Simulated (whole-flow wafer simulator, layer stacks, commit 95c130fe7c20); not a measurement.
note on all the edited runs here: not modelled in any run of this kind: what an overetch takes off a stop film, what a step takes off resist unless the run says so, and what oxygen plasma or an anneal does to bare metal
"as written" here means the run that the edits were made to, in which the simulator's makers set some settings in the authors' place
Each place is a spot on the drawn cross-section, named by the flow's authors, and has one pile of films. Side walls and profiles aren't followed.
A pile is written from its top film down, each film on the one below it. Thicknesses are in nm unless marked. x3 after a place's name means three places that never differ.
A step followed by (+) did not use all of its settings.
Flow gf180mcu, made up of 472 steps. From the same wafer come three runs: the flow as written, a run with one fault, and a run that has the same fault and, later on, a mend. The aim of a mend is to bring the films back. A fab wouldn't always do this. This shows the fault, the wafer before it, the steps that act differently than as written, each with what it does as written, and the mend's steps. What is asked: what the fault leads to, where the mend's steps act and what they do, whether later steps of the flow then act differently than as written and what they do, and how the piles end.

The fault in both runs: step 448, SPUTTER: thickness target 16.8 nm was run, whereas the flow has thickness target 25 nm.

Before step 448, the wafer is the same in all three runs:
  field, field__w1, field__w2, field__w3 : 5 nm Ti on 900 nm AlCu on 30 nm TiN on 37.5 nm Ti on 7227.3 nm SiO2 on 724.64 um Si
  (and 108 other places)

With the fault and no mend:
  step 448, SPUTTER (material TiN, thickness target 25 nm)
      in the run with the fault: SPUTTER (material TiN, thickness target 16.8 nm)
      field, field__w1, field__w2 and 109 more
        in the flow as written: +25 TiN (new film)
        in the run with the fault: +16.8 TiN (new film)
  Later steps of the flow acting differently than as written (5 other steps are not shown; they differ only slightly, by no more than 2% or 0.5 nm, whichever is larger):
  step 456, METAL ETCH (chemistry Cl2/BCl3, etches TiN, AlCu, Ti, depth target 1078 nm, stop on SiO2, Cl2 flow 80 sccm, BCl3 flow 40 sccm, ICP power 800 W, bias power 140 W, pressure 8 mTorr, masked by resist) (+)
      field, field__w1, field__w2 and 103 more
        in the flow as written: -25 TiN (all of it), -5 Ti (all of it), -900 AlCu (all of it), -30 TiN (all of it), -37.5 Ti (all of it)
        in the run with the fault: -16.8 TiN (all of it), -5 Ti (all of it), -900 AlCu (all of it), -30 TiN (all of it), -37.5 Ti (all of it)
  The piles end different from the flow's at field__w8, contact, m1, m1__w1, pad, m1_nw by more than 2% or 0.5 nm, whichever is larger.
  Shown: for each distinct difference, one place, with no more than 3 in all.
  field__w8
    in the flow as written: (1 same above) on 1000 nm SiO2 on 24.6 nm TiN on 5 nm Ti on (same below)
    in the run with the fault: (1 same above) on 1000 nm SiO2 on 16.4 nm TiN on 5 nm Ti on (same below)
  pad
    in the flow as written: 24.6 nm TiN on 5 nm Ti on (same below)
    in the run with the fault: 16.4 nm TiN on 5 nm Ti on (same below)

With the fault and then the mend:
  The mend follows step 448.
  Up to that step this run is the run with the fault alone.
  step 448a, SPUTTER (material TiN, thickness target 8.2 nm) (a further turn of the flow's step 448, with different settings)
      field, field__w1, field__w2 and 109 more
        +8.2 TiN
  Later steps of the flow that are run all act as written at every place that is followed.
  The piles end the same as the flow's at every place that both follow.
